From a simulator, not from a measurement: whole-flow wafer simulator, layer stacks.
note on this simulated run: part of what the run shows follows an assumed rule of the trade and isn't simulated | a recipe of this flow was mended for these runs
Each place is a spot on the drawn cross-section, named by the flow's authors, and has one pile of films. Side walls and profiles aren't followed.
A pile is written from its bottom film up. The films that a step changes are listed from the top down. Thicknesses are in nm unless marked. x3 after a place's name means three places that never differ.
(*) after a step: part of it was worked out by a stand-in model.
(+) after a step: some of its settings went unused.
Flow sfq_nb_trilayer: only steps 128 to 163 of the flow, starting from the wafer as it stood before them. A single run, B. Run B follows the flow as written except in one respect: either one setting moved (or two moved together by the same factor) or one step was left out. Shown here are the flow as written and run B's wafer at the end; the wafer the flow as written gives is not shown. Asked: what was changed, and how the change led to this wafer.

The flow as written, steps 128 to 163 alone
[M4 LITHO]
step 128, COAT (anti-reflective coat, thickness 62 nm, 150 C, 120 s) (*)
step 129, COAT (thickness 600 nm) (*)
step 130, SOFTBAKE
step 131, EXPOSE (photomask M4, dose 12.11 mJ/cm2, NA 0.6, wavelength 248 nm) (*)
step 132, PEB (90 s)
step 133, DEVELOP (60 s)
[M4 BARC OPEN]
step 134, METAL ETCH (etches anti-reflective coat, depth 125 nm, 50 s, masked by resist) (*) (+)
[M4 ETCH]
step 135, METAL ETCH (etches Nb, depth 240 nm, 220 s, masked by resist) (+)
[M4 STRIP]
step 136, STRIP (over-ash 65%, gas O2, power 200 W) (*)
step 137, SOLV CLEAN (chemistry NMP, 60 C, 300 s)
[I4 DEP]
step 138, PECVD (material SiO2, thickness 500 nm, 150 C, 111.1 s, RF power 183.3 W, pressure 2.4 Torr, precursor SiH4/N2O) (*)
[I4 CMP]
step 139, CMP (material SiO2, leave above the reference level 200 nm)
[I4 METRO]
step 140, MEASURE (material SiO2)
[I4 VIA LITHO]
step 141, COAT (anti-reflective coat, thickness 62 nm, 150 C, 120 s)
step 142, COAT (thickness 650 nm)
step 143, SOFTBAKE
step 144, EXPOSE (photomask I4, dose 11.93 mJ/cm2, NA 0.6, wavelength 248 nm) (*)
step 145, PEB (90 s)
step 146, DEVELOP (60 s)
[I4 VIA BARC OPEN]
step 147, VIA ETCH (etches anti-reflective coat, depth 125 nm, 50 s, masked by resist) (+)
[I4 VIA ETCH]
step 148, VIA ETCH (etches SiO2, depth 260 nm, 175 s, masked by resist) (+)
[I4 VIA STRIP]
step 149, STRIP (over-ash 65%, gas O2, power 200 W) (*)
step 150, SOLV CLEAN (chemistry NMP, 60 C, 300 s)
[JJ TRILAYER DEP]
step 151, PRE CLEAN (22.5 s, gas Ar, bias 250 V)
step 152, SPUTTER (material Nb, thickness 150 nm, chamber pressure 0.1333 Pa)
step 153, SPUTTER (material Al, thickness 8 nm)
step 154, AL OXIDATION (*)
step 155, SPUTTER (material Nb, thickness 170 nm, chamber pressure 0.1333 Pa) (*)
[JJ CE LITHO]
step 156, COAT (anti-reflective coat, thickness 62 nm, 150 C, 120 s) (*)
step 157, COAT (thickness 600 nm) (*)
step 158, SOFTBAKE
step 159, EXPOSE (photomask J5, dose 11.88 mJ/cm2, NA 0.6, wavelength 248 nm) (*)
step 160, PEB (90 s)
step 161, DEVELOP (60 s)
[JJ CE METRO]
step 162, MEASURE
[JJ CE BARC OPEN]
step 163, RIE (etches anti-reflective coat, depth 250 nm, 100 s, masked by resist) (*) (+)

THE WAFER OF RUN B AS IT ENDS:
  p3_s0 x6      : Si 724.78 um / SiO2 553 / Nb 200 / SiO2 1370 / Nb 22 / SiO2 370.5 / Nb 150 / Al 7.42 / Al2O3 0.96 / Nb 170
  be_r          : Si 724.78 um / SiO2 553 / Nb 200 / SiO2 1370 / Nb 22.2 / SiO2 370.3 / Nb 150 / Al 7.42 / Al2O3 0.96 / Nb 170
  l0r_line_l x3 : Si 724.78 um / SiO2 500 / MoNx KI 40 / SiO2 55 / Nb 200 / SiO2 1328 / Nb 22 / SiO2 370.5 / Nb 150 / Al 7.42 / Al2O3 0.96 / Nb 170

The reason: step 134, METAL ETCH: etches anti-reflective coat, depth 125 nm, 50 s, masked by resist (*) (+), was skipped.

How this came from the change, step by step:
  step 135, METAL ETCH (etches Nb, depth 240 nm, 220 s, masked by resist) (+)
      p3_s0 x6, p3_fr x36, wl_d_m1, l0r_line_l x3, m0r_space_l x2: -62 anti-reflective coat (all of it), -178 Nb (in the flow as written it would be: -200 Nb (all of it), -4 SiO2)
      be_r, r_sur, res, r_end, moat, field_r: -62.2 anti-reflective coat (all of it), -177.8 Nb (in the flow as written it would be: -200 Nb (all of it), -4 SiO2)
      (also at 13 further places)
  step 136, STRIP (over-ash 65%, gas O2, power 200 W) (*)
      p4_fl x5, p4_w1 x9, wl_j_sl x14, wl_jj: -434 KrF-resist-other-grade (all of it), -62 anti-reflective coat (all of it) (in the flow as written it would be: -364.6 KrF-resist-other-grade (all of it), -62 anti-reflective coat (all of it))
      ln_m5, lsp_m: -433.5 KrF-resist-other-grade (all of it), -62.3 anti-reflective coat (all of it) (in the flow as written it would be: -364 KrF-resist-other-grade (all of it), -62.3 anti-reflective coat (all of it))
      (also at 8 further places)
  step 138, PECVD (material SiO2, thickness 500 nm, 150 C, 111.1 s, RF power 183.3 W, pressure 2.4 Torr, precursor SiH4/N2O) (*)
      field_l, be, be_sur and 55 more: +500 SiO2 (new film) (in the flow as written it would be: +500 SiO2)
      p3_s0 x6: +535.1 SiO2 (new film) (in the flow as written it would be: +561.1 SiO2)
      (also at 3 further places)
  step 139, CMP (material SiO2, leave above the reference level 200 nm)
      p3_fr x36, wl_d_m1, l0r_line_l x3, m0r_space_l x2: -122 SiO2 (in the flow as written it would be: -96 SiO2)
      be_r, r_sur, res, r_end, moat, field_r: -122.2 SiO2 (in the flow as written it would be: -96 SiO2)
      (also at 13 further places)
If metal films that touch count as one body, p3_s0 x6 has 4 bodies (between them, from the top down: Al2O3 0.96; SiO2 370.5; SiO2 1370); the flow as written gives 3 bodies (between them, from the top down: Al2O3 0.96; SiO2 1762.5).
If metal films that touch count as one body, be_r has 4 bodies (between them, from the top down: Al2O3 0.96; SiO2 370.3; SiO2 1370); the flow as written gives 3 bodies (between them, from the top down: Al2O3 0.96; SiO2 1762.5).
If metal films that touch count as one body, l0r_line_l x3 has 5 bodies (between them, from the top down: Al2O3 0.96; SiO2 370.5; SiO2 1328; SiO2 55); the flow as written gives 4 bodies (between them, from the top down: Al2O3 0.96; SiO2 1720.5; SiO2 55).
